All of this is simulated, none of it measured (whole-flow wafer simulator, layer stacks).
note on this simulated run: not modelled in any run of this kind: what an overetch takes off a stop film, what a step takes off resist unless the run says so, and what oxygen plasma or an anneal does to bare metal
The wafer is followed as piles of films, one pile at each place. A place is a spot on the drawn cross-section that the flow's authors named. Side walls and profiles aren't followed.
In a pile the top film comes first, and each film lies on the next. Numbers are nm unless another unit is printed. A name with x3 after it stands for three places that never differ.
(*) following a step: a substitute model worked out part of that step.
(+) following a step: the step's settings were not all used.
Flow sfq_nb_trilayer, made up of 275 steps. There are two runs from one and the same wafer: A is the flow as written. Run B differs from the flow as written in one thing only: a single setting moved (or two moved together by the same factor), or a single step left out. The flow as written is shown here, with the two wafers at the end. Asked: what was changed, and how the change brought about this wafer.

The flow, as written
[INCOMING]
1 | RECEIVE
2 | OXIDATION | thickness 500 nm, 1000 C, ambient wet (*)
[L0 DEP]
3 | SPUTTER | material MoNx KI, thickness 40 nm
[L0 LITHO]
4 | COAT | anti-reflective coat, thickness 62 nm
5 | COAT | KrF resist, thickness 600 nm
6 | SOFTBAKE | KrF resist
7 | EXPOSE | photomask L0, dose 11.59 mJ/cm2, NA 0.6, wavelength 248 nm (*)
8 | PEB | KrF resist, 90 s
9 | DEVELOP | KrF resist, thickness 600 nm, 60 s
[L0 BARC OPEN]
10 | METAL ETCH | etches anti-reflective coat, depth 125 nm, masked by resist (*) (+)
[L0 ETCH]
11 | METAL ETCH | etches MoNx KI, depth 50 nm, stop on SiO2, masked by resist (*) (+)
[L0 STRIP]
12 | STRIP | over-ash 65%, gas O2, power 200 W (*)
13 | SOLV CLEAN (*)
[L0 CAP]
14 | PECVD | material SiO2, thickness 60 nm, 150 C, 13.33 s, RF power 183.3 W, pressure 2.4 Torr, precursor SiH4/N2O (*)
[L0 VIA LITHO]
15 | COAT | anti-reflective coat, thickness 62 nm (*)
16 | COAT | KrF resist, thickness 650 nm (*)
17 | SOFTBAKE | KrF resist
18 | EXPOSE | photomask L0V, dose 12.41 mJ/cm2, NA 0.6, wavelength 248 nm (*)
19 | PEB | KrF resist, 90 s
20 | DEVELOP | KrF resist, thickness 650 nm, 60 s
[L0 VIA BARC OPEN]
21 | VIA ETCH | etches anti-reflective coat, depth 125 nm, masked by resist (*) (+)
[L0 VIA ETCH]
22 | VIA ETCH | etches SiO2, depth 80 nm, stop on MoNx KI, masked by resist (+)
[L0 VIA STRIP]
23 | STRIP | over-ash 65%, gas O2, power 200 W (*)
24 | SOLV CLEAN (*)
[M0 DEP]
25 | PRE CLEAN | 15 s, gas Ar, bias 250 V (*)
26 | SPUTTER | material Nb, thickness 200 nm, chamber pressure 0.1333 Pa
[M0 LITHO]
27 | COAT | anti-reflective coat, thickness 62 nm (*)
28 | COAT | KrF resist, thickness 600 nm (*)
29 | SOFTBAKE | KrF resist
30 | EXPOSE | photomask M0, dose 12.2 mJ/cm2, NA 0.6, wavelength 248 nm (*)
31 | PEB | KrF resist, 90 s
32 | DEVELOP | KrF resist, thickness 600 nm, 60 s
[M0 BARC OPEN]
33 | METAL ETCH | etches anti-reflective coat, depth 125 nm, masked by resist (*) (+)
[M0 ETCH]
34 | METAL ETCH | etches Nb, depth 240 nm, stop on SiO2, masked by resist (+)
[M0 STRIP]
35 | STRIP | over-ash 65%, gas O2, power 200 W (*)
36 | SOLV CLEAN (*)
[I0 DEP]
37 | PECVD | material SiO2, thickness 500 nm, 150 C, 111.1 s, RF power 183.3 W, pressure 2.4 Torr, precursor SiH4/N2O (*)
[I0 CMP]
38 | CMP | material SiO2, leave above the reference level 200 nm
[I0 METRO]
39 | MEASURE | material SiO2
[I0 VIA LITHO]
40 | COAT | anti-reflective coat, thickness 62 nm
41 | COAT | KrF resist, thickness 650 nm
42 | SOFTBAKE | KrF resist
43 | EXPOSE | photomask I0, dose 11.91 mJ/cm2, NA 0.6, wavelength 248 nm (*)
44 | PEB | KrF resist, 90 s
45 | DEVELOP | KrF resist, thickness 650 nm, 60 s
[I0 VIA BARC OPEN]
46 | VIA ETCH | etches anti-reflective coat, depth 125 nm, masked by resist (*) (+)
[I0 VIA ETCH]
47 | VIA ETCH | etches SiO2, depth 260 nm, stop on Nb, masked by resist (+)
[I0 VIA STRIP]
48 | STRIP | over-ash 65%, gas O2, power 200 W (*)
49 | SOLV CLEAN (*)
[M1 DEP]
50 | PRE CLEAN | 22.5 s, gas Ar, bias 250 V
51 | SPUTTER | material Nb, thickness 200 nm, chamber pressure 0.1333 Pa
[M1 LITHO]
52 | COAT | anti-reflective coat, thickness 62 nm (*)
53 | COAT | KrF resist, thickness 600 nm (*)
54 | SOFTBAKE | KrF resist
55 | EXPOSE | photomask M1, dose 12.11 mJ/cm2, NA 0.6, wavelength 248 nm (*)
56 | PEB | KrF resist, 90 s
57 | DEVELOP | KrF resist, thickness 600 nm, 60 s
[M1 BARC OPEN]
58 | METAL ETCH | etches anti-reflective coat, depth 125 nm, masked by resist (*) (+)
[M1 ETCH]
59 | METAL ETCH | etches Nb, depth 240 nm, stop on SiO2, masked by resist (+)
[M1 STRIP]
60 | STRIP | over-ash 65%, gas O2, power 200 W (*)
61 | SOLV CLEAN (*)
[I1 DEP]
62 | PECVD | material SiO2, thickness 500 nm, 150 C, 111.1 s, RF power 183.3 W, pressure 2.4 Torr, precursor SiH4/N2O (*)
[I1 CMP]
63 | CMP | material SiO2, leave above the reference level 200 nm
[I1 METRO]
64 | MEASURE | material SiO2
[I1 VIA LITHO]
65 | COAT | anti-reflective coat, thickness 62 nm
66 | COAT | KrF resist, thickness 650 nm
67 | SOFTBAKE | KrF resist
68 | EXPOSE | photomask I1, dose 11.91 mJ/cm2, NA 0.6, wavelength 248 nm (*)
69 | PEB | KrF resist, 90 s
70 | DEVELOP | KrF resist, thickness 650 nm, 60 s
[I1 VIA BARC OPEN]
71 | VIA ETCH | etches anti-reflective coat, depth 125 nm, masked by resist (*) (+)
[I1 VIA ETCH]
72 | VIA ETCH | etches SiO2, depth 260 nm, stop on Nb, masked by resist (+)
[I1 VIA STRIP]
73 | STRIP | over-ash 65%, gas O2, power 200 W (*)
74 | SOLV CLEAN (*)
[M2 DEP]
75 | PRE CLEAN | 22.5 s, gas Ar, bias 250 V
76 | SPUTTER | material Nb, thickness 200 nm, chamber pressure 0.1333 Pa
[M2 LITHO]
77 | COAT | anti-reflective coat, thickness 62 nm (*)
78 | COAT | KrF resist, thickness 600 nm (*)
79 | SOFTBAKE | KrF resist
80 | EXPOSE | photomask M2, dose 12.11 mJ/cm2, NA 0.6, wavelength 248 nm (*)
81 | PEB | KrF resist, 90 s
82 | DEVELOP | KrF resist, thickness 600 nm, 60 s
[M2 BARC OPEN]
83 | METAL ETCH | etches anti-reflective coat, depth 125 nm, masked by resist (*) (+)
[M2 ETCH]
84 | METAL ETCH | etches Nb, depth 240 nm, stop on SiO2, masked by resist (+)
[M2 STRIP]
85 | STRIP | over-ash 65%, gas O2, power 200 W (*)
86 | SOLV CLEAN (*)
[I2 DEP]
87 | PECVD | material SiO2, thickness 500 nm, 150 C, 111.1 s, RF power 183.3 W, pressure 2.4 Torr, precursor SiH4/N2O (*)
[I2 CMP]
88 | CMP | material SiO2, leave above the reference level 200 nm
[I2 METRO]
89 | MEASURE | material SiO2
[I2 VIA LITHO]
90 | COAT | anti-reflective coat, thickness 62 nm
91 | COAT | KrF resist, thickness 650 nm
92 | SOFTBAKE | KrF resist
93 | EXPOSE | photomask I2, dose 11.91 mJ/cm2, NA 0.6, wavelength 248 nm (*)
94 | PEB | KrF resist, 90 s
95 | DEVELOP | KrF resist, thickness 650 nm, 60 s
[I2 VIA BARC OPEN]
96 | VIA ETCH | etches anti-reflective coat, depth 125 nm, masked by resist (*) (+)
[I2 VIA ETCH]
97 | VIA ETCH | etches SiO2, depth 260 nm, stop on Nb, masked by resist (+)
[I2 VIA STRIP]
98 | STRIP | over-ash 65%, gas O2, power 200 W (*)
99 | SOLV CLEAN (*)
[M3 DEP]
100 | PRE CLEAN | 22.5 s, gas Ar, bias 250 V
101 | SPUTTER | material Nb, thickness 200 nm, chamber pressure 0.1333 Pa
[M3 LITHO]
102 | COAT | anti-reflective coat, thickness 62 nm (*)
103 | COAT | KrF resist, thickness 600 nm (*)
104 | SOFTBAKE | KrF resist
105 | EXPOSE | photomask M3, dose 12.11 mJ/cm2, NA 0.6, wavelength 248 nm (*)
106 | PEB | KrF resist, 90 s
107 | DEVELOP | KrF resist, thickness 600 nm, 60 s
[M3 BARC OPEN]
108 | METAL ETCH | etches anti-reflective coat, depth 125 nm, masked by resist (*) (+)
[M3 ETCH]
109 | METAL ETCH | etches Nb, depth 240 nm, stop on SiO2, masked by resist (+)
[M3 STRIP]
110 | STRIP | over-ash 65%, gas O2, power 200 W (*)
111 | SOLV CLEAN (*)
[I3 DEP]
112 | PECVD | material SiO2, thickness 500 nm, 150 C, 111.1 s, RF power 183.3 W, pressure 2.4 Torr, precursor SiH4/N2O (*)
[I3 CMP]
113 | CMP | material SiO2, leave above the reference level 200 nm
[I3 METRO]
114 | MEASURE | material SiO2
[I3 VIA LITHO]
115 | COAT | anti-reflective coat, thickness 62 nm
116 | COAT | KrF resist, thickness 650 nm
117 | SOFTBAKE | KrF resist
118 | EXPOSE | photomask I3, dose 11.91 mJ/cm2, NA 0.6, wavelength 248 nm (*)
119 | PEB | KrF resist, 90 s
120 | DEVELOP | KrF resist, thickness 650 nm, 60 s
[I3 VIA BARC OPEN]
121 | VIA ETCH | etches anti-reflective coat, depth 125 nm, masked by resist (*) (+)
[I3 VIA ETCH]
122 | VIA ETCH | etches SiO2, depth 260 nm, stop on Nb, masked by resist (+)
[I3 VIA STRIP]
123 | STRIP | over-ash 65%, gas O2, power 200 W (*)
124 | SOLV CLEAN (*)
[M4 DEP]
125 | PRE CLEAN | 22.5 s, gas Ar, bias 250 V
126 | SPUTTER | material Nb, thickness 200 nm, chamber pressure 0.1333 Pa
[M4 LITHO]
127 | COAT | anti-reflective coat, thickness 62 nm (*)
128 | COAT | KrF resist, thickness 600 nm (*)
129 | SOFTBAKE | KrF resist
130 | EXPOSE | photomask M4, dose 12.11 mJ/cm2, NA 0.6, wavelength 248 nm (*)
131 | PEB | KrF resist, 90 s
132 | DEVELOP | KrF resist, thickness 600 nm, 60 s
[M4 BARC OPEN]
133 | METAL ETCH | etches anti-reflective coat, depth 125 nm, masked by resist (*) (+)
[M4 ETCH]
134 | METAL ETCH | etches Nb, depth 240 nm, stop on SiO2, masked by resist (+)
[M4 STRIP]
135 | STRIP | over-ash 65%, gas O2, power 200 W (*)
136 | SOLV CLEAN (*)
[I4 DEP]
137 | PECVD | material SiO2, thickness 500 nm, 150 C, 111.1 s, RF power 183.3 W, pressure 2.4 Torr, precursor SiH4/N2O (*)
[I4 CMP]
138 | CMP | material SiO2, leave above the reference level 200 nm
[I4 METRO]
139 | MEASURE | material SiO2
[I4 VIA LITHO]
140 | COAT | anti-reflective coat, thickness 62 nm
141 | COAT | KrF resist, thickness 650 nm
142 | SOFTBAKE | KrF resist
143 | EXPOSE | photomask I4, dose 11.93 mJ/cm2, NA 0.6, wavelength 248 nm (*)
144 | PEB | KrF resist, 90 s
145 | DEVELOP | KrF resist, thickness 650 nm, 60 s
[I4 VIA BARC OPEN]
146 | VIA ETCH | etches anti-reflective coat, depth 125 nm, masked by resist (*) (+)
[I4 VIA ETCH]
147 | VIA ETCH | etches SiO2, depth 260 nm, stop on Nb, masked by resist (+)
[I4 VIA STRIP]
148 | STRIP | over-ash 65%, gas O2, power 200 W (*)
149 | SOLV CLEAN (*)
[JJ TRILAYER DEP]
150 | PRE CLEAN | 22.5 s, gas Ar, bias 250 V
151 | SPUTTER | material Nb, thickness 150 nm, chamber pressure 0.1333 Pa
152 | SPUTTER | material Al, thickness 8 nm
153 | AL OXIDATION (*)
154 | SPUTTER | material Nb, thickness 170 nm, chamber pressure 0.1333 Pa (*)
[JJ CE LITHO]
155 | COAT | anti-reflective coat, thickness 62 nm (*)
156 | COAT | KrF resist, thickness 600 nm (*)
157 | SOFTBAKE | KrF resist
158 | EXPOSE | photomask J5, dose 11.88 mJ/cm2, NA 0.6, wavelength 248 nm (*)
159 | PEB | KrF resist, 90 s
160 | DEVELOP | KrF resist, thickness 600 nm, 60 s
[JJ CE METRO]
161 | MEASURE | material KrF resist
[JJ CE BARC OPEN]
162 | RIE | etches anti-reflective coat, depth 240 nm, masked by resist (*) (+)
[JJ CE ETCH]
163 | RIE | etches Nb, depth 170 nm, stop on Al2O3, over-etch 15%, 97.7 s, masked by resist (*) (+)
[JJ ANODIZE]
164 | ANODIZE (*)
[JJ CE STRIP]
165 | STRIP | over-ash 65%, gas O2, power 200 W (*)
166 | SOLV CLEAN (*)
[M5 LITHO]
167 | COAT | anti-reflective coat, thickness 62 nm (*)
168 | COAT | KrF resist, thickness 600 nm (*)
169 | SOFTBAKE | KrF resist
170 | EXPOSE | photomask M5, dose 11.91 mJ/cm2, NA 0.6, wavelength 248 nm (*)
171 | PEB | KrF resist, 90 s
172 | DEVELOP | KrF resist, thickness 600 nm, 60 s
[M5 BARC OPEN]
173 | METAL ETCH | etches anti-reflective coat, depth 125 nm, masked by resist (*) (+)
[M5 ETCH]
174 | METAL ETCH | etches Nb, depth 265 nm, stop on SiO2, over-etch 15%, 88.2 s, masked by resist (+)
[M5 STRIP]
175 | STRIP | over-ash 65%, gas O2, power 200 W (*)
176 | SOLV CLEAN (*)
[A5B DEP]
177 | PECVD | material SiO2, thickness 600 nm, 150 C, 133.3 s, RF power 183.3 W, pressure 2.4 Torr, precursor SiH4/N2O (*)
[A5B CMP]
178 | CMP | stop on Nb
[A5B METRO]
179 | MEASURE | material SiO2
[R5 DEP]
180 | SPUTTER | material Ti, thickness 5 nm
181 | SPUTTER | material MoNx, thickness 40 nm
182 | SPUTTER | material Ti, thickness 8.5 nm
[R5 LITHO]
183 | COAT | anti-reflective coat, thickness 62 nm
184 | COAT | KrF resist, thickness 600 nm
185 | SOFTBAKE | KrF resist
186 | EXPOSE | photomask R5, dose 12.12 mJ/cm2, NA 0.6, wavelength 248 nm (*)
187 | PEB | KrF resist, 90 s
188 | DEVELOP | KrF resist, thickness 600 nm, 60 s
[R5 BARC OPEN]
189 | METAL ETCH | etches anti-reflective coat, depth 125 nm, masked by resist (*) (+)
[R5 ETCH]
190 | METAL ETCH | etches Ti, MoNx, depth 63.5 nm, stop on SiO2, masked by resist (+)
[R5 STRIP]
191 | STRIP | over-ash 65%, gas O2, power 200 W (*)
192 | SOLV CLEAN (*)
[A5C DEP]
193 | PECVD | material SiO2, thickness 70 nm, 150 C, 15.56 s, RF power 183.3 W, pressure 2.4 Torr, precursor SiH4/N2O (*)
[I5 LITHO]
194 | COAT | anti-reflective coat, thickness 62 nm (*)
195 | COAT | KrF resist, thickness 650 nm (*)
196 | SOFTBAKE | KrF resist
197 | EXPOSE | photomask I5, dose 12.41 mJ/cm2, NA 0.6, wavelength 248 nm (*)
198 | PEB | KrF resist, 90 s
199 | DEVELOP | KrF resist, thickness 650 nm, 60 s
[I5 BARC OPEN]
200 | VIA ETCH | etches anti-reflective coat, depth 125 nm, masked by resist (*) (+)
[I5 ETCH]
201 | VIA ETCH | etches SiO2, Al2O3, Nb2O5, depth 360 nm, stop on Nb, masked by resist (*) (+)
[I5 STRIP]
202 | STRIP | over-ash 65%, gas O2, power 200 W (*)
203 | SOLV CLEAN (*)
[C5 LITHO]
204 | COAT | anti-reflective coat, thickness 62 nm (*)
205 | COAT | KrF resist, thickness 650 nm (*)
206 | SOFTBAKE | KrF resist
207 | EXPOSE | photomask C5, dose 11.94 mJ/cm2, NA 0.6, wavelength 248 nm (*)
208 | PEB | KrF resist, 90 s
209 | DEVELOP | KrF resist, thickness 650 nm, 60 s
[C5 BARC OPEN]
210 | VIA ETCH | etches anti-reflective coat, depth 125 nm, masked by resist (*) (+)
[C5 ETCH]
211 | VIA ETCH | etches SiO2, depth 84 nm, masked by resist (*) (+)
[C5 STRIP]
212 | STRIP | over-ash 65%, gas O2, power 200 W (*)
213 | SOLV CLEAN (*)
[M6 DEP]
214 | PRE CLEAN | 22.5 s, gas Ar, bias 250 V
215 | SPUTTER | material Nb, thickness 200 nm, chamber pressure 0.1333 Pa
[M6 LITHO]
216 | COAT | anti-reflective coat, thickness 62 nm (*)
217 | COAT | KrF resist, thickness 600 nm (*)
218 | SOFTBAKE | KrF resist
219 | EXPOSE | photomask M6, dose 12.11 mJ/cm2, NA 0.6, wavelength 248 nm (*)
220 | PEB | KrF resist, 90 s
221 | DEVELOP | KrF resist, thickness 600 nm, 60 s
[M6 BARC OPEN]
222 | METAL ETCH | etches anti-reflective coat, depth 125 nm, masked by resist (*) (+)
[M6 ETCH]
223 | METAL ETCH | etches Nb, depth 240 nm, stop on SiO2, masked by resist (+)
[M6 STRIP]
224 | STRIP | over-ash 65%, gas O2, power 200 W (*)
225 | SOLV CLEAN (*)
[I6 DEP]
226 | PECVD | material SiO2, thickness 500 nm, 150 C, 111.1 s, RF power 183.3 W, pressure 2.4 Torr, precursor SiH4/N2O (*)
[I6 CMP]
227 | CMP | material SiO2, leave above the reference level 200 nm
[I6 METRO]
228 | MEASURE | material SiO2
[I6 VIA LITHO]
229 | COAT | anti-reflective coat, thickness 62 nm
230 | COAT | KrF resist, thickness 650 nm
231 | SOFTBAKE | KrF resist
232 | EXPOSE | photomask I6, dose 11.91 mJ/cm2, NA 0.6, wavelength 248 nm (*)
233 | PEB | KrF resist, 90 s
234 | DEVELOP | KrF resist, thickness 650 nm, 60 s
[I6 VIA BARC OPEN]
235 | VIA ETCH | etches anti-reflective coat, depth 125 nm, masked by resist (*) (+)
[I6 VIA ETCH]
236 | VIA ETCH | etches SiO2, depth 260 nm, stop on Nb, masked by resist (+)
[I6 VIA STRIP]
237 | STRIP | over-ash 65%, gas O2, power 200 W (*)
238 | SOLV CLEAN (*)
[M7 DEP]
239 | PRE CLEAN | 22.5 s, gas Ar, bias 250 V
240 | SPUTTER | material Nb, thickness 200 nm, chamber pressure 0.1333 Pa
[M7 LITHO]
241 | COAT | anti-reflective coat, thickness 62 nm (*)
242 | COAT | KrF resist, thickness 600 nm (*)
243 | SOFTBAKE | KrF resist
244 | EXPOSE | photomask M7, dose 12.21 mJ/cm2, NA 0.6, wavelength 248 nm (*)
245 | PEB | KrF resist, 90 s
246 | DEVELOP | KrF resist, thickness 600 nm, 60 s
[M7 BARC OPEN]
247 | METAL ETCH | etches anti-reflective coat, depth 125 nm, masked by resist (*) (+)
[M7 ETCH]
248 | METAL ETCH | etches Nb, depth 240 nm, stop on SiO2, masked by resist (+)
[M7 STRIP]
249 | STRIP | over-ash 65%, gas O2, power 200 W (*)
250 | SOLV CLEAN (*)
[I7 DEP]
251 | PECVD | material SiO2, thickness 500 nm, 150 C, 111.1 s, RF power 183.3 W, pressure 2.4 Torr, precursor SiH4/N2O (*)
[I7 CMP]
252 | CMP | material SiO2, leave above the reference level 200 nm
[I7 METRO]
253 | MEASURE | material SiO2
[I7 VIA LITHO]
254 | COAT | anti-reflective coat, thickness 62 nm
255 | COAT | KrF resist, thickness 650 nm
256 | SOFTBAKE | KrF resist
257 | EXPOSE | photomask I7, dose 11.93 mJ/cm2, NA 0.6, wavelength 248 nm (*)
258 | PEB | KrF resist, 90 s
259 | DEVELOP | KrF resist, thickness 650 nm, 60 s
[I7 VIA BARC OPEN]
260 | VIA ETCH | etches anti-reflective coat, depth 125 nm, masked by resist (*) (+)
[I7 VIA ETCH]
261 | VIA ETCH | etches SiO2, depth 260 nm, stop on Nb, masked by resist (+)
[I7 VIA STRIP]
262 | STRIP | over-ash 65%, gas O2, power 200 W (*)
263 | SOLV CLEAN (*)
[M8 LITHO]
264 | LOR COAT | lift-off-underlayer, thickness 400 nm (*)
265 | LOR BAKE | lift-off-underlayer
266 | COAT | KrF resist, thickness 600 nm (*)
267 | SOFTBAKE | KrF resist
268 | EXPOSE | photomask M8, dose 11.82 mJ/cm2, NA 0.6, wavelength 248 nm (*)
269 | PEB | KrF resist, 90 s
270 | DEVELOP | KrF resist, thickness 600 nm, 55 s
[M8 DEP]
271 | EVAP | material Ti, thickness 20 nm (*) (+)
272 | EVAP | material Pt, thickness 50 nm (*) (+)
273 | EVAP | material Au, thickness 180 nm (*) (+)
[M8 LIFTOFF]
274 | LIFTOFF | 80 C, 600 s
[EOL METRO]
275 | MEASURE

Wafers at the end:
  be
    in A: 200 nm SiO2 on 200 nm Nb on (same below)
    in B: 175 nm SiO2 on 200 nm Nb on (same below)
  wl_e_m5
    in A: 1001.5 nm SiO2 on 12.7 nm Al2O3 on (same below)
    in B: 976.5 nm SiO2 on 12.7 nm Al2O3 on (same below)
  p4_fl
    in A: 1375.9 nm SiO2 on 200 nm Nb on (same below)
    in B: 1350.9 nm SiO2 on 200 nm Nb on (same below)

What caused this: step 252, CMP: leave above the reference level 175 nm was run, though the flow has leave above the reference level 200 nm.
The wafer itself shows it: be has SiO2 175, and step 252 as written asks for 200 nm.

Step by step, how the change led to this:
  252 | CMP | material SiO2, leave above the reference level 200 nm
      field_l, p4_fl, p4_fm and 56 more: A -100 SiO2 | B -125 SiO2
      v_sur, via_wl, via_w and 37 more: A -300 SiO2 | B -325 SiO2
      (also at 7 further places)
  261 | VIA ETCH | etches SiO2, depth 260 nm, stop on Nb, masked by resist (+)
      via_wl, via_w, via_wr: A -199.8 SiO2 (all of it) | B -174.8 SiO2 (all of it)
  264 | LOR COAT | lift-off-underlayer, thickness 400 nm (*)
      via_wl, via_wr: A +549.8 lift-off-underlayer (new film) | B +531.1 lift-off-underlayer (new film)
      via_w: A +536.4 lift-off-underlayer (new film) | B +519.4 lift-off-underlayer (new film)
  270 | DEVELOP | KrF resist, thickness 600 nm, 55 s
      via_wl: A -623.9 KrF resist (all of it), -549.8 lift-off-underlayer (all of it) | B -620.7 KrF resist (all of it), -531.1 lift-off-underlayer (all of it)
      via_w: A -635.4 KrF resist (all of it), -536.4 lift-off-underlayer (all of it) | B -630.9 KrF resist (all of it), -519.4 lift-off-underlayer (all of it)
      (also at 1 further place)
